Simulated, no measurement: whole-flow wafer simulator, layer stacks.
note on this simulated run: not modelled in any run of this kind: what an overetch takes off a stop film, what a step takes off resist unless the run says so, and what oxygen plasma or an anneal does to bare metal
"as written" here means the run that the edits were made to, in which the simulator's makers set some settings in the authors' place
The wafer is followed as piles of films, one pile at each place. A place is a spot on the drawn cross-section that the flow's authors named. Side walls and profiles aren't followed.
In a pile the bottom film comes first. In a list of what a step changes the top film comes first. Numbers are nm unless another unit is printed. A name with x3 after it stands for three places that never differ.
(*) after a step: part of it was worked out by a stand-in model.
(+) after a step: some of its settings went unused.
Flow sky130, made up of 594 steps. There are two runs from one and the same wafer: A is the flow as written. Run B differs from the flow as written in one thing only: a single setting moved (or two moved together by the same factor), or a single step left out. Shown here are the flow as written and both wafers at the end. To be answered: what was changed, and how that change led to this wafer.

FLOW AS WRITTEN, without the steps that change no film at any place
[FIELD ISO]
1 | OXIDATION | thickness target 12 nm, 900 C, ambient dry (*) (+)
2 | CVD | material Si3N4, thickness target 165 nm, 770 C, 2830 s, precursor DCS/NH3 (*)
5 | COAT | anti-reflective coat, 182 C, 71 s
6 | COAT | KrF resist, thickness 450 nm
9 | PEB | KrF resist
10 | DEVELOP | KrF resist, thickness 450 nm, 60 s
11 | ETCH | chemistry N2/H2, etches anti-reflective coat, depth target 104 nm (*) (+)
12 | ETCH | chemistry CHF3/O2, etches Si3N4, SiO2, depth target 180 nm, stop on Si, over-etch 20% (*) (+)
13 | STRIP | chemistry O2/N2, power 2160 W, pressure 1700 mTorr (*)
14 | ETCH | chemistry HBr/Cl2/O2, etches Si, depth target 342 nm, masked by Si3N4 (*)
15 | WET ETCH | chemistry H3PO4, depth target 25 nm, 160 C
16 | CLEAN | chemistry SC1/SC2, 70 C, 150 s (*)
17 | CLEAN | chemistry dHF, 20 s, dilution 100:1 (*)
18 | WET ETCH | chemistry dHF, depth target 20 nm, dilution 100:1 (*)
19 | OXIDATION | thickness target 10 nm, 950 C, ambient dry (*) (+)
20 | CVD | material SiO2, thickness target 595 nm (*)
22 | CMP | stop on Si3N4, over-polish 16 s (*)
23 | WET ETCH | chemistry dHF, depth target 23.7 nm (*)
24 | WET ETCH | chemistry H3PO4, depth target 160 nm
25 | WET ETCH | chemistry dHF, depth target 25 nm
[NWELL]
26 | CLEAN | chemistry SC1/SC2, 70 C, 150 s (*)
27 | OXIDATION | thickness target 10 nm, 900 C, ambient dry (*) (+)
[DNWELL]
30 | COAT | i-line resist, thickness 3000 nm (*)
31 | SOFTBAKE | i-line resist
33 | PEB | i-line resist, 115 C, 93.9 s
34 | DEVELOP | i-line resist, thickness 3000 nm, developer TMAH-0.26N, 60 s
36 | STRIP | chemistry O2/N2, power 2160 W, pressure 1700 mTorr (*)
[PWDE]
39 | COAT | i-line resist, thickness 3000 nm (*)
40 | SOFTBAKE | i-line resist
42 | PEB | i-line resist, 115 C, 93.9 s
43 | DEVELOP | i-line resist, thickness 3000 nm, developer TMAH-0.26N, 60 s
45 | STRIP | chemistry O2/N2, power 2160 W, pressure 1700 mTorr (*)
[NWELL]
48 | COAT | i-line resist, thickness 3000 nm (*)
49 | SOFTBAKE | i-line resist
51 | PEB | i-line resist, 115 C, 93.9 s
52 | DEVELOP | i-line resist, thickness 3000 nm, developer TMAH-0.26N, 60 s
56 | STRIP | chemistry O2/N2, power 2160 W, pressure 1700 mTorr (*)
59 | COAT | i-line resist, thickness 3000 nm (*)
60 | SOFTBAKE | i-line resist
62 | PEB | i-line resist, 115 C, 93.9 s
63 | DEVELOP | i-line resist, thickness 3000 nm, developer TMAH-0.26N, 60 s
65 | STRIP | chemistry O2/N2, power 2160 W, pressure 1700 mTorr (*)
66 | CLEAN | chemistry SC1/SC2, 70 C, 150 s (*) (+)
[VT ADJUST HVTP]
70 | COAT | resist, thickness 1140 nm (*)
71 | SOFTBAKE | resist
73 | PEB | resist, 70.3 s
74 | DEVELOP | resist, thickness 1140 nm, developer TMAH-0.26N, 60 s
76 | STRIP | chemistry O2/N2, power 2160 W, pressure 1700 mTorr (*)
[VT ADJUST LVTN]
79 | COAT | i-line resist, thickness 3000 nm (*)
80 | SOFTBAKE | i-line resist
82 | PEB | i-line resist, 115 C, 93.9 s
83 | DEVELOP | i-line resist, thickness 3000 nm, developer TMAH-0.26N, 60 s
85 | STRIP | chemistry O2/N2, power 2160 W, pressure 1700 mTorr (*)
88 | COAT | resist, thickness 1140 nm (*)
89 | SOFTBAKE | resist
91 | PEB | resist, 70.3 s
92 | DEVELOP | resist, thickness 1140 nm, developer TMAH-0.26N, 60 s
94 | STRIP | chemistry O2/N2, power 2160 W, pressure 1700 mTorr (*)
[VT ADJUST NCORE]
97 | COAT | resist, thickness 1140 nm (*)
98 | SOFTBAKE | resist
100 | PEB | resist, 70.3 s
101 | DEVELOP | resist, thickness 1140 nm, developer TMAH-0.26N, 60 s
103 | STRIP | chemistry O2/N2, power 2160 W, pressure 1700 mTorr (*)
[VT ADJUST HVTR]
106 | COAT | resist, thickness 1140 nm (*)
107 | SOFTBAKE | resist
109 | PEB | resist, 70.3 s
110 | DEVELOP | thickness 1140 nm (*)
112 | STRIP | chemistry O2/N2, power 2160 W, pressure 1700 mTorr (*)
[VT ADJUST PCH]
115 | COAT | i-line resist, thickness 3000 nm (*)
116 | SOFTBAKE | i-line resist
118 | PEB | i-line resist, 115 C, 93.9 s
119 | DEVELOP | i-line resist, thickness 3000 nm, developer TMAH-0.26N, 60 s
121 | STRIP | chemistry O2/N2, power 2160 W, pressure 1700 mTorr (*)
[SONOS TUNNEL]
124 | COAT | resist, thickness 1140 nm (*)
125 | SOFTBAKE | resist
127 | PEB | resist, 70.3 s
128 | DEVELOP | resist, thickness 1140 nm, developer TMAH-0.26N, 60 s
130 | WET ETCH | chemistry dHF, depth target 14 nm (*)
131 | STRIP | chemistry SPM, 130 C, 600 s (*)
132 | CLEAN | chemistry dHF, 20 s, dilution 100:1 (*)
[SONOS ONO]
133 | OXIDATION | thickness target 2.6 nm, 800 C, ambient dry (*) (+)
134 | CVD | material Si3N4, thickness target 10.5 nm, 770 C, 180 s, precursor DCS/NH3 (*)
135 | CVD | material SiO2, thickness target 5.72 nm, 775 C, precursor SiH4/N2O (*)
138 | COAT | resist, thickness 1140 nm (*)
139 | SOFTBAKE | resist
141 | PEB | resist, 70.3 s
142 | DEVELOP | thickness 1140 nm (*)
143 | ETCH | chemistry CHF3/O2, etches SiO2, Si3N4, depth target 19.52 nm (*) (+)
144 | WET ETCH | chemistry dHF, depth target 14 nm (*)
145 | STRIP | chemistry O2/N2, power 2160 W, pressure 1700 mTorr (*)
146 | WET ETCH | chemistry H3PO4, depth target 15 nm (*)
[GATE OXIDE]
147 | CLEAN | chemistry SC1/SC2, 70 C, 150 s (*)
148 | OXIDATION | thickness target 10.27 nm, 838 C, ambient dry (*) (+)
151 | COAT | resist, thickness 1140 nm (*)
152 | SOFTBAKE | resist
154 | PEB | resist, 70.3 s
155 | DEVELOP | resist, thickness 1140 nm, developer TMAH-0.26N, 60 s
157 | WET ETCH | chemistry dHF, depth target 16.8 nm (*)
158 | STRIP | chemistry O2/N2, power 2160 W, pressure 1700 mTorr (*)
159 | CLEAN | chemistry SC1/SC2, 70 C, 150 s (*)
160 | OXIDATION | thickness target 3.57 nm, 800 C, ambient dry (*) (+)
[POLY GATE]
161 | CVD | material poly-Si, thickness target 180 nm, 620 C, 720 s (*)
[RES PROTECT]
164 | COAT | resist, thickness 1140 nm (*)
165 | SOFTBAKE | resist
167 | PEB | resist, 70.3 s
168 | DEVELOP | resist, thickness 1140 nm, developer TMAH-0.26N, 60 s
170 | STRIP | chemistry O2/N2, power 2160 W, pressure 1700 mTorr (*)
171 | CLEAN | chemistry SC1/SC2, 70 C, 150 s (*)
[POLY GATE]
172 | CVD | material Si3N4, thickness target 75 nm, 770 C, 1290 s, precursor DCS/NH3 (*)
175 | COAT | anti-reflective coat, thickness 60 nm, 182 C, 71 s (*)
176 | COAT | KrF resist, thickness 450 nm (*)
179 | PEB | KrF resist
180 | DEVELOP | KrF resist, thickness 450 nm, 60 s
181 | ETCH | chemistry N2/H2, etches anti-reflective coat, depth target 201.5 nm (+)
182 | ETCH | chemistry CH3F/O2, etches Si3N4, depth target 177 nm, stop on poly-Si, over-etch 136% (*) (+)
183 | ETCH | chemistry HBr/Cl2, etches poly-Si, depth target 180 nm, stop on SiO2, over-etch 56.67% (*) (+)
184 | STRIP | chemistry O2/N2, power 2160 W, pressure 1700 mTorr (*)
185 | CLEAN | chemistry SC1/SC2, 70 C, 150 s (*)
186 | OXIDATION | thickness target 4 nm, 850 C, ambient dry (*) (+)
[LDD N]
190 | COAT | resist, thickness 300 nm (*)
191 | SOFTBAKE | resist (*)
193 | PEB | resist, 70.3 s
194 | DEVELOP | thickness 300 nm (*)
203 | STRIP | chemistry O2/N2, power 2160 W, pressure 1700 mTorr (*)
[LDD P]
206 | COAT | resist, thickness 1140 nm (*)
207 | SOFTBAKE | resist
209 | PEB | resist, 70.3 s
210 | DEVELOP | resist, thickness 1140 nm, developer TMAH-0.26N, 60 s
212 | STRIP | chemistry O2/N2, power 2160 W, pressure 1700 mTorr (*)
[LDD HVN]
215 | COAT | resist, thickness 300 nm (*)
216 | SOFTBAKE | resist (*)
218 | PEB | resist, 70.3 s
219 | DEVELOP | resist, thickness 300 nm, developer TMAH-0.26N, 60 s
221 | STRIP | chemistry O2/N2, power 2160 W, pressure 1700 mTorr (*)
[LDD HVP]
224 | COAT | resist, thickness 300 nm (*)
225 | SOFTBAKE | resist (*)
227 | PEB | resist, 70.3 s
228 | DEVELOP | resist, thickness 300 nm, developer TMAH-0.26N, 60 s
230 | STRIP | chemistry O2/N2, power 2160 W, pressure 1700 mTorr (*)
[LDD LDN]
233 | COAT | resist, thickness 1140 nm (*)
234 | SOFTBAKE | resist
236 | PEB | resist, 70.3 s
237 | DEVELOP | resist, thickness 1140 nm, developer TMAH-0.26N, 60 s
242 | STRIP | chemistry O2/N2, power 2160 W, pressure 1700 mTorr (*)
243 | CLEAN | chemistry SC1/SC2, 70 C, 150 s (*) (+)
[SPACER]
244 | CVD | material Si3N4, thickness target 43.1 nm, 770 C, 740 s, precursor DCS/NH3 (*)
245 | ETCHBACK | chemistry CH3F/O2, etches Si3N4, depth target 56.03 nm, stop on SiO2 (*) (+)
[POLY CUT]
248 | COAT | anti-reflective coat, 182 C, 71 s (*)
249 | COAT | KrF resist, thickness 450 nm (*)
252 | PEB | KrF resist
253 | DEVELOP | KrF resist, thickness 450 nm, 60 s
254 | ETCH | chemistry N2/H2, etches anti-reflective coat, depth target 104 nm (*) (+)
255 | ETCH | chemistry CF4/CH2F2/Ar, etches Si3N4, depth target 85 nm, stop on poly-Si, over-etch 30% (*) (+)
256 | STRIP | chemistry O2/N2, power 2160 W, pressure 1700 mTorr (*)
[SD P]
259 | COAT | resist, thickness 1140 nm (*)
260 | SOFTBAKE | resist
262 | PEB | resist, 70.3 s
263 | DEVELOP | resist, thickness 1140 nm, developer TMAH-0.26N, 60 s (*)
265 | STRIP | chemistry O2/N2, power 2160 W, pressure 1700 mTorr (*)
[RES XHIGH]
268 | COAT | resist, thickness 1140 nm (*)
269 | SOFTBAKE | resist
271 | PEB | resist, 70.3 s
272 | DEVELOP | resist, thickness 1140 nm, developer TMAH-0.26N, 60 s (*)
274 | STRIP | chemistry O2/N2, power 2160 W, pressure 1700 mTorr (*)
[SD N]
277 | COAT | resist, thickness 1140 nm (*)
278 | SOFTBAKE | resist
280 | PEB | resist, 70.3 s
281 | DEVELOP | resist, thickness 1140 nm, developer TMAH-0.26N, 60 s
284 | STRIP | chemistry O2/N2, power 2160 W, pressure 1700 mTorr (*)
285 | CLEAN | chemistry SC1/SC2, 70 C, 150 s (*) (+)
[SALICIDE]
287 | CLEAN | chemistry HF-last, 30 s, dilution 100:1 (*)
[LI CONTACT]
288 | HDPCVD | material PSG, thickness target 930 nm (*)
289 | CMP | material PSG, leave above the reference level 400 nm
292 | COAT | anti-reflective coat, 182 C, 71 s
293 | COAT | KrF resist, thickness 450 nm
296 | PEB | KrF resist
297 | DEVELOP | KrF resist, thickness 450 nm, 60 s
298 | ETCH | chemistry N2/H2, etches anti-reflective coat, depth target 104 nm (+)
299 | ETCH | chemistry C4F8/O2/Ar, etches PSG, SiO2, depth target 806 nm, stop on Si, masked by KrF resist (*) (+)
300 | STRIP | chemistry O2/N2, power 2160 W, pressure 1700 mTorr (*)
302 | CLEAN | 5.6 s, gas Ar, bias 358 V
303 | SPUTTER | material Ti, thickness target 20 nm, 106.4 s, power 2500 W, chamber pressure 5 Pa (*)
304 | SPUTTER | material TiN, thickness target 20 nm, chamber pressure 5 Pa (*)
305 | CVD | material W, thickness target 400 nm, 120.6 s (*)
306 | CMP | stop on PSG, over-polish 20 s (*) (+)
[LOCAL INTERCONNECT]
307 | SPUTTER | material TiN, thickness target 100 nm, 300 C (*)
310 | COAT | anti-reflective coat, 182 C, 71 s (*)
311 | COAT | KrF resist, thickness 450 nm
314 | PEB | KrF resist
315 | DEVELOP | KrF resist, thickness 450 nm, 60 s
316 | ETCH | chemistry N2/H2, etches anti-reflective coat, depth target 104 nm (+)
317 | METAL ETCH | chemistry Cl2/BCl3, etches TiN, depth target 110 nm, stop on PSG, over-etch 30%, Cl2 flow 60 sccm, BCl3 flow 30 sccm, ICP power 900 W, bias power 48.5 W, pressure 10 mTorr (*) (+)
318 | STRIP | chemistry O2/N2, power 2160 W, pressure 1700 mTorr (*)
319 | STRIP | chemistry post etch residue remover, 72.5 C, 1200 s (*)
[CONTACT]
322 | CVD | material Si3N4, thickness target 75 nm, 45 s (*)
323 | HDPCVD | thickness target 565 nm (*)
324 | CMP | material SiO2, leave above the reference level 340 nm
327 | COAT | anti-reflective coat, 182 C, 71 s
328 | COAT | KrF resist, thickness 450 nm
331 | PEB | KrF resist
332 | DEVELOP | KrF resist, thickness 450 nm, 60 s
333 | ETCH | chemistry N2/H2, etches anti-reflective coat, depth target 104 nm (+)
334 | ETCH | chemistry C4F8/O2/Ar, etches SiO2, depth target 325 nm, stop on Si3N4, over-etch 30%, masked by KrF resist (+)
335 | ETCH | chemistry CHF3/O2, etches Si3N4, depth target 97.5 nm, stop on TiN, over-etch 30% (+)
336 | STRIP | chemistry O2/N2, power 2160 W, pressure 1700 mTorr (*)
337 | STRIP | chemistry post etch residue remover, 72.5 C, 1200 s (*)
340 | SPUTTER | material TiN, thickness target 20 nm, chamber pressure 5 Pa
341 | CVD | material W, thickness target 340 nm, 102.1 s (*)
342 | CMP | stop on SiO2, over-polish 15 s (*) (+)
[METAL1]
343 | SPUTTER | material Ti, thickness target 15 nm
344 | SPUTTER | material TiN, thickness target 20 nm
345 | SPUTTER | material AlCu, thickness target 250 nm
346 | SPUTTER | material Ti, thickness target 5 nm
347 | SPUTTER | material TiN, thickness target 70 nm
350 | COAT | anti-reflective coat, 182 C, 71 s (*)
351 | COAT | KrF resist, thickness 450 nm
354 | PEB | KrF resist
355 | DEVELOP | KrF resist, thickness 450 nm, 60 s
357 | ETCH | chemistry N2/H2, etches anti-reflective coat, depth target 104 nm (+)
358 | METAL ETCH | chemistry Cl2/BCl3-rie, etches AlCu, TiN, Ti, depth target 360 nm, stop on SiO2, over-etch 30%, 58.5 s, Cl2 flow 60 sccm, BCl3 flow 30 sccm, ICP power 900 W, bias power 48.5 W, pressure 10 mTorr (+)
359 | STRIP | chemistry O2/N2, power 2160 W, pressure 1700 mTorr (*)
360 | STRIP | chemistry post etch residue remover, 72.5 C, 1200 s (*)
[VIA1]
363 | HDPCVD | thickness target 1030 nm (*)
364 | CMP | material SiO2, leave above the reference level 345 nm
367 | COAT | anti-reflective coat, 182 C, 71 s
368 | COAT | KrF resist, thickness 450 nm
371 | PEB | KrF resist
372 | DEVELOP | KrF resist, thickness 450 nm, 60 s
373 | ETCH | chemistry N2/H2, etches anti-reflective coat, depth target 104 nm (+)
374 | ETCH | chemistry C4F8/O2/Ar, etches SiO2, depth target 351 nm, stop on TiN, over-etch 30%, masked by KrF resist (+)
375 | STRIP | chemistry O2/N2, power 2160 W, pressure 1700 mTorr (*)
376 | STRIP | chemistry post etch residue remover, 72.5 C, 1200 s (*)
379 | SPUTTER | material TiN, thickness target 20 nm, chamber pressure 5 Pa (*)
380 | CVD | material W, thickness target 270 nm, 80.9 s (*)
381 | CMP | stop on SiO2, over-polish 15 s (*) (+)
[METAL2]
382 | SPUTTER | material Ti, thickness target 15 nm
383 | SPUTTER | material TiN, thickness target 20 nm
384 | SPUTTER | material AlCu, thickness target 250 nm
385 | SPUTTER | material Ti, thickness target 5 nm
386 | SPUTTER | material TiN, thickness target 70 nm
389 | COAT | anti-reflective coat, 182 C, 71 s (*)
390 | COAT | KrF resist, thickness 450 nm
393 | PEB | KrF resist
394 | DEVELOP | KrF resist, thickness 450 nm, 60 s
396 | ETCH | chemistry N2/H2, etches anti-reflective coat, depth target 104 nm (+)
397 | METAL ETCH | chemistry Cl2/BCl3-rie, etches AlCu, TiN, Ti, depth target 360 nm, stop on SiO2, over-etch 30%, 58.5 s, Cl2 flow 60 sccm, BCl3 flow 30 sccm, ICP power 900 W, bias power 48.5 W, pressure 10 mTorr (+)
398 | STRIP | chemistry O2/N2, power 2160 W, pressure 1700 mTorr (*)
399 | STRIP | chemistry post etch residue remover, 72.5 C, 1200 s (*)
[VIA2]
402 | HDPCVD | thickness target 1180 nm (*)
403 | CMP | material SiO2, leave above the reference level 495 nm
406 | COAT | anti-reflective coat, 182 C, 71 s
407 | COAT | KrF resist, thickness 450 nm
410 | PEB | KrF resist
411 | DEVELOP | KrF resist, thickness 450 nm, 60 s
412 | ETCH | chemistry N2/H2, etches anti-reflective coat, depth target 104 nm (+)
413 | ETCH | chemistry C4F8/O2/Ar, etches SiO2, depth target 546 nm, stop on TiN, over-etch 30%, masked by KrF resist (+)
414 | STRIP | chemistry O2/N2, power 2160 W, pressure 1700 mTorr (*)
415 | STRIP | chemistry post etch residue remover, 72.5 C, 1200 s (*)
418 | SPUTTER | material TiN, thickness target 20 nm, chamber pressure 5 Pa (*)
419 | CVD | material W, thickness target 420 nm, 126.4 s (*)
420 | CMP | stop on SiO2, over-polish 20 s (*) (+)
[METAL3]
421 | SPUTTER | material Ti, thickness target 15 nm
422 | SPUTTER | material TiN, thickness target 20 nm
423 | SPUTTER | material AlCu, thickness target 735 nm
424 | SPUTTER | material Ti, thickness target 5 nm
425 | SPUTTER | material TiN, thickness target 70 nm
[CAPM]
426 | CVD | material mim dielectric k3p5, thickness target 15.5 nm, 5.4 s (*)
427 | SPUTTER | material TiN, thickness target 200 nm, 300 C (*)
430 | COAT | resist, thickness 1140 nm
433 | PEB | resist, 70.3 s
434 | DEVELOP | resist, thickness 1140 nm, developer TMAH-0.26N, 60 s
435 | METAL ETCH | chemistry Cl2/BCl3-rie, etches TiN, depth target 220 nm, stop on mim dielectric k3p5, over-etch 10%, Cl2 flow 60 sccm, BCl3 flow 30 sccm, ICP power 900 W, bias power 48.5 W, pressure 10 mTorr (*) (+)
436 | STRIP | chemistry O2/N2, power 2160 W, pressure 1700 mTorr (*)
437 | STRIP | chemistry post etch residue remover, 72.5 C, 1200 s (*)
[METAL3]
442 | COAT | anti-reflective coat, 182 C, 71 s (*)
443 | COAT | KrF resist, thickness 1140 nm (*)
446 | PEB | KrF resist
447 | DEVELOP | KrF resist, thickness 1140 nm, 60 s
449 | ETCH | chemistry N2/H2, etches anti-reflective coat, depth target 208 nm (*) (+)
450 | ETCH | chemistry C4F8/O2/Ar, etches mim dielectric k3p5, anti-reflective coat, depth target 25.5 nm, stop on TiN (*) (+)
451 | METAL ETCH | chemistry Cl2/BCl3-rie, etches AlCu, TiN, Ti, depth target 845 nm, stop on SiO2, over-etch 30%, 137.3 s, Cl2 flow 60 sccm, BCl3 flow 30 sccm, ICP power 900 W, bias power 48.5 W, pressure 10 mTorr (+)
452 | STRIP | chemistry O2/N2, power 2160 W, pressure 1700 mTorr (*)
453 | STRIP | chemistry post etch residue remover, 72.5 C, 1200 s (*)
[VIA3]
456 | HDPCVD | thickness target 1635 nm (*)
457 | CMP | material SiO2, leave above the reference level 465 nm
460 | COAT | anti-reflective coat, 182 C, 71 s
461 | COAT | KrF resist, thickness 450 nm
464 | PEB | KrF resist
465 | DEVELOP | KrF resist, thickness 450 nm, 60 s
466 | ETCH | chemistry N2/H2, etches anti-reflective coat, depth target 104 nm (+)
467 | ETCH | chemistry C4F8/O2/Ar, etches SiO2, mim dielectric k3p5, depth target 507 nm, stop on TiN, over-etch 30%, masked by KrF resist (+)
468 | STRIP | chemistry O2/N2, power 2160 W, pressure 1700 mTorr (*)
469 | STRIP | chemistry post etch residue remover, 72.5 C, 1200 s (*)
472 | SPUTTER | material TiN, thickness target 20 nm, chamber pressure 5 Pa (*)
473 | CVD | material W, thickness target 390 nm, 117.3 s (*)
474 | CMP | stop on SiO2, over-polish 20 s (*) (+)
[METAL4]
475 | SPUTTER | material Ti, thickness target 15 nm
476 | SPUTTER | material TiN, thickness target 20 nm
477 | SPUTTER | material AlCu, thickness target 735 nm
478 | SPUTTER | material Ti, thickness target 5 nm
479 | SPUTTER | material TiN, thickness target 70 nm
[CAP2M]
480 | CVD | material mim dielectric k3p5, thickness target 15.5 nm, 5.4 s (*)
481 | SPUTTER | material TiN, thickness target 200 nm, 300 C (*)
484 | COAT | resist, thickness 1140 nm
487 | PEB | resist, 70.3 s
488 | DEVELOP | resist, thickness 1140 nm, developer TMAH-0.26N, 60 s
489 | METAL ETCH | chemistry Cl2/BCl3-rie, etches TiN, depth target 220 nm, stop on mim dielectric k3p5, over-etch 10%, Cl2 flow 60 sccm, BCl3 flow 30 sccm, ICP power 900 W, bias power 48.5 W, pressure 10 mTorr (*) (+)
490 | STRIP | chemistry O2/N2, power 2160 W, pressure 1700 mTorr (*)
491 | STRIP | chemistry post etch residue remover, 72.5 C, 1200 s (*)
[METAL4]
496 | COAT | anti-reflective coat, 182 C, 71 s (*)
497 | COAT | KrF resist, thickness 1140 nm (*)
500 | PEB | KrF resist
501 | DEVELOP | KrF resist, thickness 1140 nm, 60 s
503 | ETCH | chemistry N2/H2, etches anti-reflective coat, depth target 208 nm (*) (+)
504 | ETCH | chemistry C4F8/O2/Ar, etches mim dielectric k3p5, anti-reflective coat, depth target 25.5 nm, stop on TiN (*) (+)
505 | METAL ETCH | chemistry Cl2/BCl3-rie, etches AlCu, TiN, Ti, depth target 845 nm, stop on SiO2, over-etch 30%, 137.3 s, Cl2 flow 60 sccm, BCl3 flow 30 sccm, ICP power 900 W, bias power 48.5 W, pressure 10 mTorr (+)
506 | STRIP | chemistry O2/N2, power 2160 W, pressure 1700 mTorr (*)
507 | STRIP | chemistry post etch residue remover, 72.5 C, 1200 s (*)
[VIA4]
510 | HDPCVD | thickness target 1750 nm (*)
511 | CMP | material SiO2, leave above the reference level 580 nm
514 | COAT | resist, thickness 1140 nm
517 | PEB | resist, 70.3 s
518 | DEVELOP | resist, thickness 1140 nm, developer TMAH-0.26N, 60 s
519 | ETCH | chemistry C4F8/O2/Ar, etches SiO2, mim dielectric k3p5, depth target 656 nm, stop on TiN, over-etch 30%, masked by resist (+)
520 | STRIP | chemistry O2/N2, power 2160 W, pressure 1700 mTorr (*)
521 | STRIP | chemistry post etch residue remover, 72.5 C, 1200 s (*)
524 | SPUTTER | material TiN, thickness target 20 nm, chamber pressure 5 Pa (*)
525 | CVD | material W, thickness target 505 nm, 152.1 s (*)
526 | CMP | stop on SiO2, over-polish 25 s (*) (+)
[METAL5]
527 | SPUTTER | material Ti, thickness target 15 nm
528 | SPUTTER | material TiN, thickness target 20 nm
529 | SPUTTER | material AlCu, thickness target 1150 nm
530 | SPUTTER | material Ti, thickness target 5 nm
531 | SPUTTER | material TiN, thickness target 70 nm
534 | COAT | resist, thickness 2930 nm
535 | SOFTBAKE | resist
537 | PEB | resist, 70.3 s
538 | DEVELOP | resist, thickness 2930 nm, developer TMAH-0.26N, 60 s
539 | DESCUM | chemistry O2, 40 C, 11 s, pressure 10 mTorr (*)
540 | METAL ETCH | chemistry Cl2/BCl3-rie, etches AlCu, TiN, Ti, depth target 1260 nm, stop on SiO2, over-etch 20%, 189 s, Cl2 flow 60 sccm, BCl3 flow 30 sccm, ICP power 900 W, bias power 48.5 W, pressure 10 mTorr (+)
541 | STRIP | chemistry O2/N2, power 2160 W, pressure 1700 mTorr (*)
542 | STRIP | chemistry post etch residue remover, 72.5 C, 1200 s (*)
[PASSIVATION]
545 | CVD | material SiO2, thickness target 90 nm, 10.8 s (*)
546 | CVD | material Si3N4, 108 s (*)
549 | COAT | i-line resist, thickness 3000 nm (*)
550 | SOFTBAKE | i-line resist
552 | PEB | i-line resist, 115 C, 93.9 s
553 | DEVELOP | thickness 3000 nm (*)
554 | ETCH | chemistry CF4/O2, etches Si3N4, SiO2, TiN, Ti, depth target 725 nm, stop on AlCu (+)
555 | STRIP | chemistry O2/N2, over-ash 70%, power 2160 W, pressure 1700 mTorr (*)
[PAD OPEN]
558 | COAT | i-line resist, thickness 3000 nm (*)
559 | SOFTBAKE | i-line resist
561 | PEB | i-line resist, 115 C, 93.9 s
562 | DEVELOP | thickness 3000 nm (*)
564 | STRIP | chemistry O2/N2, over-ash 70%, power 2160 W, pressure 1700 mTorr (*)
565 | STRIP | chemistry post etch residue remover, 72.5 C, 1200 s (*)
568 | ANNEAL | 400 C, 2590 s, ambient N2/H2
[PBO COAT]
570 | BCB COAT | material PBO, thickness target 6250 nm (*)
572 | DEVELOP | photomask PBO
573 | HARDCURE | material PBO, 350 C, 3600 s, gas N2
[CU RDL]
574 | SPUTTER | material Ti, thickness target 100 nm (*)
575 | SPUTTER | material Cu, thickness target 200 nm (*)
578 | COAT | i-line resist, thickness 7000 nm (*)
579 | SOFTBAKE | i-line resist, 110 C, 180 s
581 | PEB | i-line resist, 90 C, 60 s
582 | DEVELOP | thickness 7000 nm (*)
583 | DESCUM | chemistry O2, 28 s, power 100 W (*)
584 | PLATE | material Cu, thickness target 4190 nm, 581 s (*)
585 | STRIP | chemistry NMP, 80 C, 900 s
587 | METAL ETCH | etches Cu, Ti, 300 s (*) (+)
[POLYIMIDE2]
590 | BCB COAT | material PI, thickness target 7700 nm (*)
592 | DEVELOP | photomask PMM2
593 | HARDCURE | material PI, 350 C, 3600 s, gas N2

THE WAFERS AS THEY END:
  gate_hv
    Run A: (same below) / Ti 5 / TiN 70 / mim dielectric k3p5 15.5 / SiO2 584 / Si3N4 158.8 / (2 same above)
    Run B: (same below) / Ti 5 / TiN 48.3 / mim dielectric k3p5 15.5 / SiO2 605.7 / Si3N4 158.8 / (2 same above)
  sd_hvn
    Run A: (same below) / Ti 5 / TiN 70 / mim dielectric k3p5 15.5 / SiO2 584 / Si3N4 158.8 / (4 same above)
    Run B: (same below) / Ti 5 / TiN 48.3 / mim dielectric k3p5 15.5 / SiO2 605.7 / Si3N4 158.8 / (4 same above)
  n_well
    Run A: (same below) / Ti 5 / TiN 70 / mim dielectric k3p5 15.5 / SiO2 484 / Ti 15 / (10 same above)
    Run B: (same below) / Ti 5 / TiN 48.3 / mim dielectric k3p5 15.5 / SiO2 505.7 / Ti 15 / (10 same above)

The reason: step 479, SPUTTER: thickness target 48.3 nm was run, though the flow has thickness target 70 nm.
The wafer itself shows it: gate_hv has TiN 48.3, and step 479 as written asks for 70 nm.

The path from the change to this, step by step:
  479 | SPUTTER | material TiN, thickness target 70 nm
      field, active, n_well and 189 more: A TiN gains 70 (new film) | B TiN gains 48.3 (new film)
  505 | METAL ETCH | chemistry Cl2/BCl3-rie, etches AlCu, TiN, Ti, depth target 845 nm, stop on SiO2, over-etch 30%, 137.3 s, Cl2 flow 60 sccm, BCl3 flow 30 sccm, ICP power 900 W, bias power 48.5 W, pressure 10 mTorr (+)
      field, gate, spacer and 68 more: A TiN loses 70 (all of it), Ti loses 5 (all of it), AlCu loses 735 (all of it), TiN loses 20 (all of it), Ti loses 15 (all of it), SiO2 loses 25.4 | B TiN loses 48.3 (all of it), Ti loses 5 (all of it), AlCu loses 735 (all of it), TiN loses 20 (all of it), Ti loses 15 (all of it), SiO2 loses 27.5
      active, vpp_iso1, mim_edge_plate and 14 more: A TiN loses 70 (all of it), Ti loses 5 (all of it), AlCu loses 735 (all of it), TiN loses 20 (all of it), Ti loses 15 (all of it), SiO2 loses 25.3 | B TiN loses 48.3 (all of it), Ti loses 5 (all of it), AlCu loses 735 (all of it), TiN loses 20 (all of it), Ti loses 15 (all of it), SiO2 loses 27.5
  519 | ETCH | chemistry C4F8/O2/Ar, etches SiO2, mim dielectric k3p5, depth target 656 nm, stop on TiN, over-etch 30%, masked by resist (+)
      m1: A SiO2 loses 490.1 (all of it), mim dielectric k3p5 loses 15.5 (all of it) | B SiO2 loses 511.8 (all of it), mim dielectric k3p5 loses 15.5 (all of it)
      via4_hole: A SiO2 loses 489.5 (all of it), mim dielectric k3p5 loses 15.5 (all of it) | B SiO2 loses 511.2 (all of it), mim dielectric k3p5 loses 15.5 (all of it)
  525 | CVD | material W, thickness target 505 nm, 152.1 s (*)
      m1: A W gains 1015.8 (new film) | B W gains 1037.6 (new film)
      via4_hole: A W gains 1015.2 (new film) | B W gains 1037 (new film)
